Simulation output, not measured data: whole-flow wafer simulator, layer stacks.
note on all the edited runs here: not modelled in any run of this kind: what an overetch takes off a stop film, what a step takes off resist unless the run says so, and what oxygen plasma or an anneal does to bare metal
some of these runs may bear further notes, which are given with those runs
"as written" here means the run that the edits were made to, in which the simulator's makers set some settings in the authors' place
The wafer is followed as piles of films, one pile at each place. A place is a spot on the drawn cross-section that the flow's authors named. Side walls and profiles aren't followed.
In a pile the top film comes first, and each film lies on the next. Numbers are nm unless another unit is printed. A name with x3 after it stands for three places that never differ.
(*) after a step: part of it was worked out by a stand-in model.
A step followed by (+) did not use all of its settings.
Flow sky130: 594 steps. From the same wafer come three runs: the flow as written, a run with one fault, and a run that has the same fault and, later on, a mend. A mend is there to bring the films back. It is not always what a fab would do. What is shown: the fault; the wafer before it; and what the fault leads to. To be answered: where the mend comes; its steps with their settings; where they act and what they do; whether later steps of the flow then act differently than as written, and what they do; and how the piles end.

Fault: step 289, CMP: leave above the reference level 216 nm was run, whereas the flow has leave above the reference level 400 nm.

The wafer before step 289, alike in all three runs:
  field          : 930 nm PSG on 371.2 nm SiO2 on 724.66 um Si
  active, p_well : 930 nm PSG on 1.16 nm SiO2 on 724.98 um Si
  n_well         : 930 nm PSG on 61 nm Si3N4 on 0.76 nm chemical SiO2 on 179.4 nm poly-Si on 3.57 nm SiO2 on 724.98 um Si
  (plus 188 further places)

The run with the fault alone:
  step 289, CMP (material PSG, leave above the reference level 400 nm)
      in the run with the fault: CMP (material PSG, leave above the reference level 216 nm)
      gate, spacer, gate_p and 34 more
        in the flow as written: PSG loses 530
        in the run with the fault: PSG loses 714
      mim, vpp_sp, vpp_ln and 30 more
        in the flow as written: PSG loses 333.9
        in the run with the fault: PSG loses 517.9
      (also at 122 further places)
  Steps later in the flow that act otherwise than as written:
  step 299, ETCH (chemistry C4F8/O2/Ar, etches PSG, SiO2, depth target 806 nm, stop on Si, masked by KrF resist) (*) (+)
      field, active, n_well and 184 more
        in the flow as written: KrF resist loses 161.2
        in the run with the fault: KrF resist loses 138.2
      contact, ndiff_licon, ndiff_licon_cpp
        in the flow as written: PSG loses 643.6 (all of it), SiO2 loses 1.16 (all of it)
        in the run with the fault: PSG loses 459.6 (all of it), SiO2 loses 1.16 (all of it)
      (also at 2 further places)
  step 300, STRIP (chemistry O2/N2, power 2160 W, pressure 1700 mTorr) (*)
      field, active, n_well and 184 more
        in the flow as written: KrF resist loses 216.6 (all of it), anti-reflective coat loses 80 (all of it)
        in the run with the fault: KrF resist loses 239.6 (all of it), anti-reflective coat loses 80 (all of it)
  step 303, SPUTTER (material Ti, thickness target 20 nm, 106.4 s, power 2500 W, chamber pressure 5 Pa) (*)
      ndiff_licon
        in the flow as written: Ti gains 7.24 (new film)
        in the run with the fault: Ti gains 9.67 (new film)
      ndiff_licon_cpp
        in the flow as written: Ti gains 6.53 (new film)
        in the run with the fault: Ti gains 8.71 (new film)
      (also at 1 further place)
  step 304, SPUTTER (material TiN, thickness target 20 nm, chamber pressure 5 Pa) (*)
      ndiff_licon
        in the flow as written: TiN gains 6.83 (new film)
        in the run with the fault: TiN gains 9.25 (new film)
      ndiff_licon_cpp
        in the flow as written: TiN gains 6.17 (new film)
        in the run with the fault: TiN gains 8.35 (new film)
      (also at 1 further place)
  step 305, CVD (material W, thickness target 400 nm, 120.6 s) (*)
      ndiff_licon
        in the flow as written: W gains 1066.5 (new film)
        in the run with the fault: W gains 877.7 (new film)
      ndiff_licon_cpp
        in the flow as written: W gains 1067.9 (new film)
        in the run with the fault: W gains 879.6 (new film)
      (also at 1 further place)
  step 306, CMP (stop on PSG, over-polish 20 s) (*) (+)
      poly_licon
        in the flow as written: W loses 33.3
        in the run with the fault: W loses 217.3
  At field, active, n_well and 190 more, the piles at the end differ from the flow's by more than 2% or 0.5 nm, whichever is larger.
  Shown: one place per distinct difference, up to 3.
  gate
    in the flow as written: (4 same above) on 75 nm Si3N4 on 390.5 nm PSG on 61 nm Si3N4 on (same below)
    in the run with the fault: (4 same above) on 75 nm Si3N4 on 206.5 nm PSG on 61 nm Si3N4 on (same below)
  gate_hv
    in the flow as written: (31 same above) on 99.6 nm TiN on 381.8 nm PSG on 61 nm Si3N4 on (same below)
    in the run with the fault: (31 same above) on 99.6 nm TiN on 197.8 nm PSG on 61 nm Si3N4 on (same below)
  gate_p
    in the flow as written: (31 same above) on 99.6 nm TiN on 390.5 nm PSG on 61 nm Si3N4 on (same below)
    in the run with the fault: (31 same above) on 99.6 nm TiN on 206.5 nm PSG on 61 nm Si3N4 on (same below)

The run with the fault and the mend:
  The mend follows step 289.
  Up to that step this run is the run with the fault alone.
  step 289a, HDPCVD (material PSG, thickness target 184 nm) (*) (a further turn of the flow's step 288, with different settings)
      field, active, n_well and 189 more
        PSG gains 184
  None of the later steps of the flow differs from how it acts as written, at any place that is followed, by more than 2% or 0.5 nm, whichever is larger.
  The piles end only slightly different from the flow's at the places that both follow, by no more than 2% or 0.5 nm, whichever is larger.
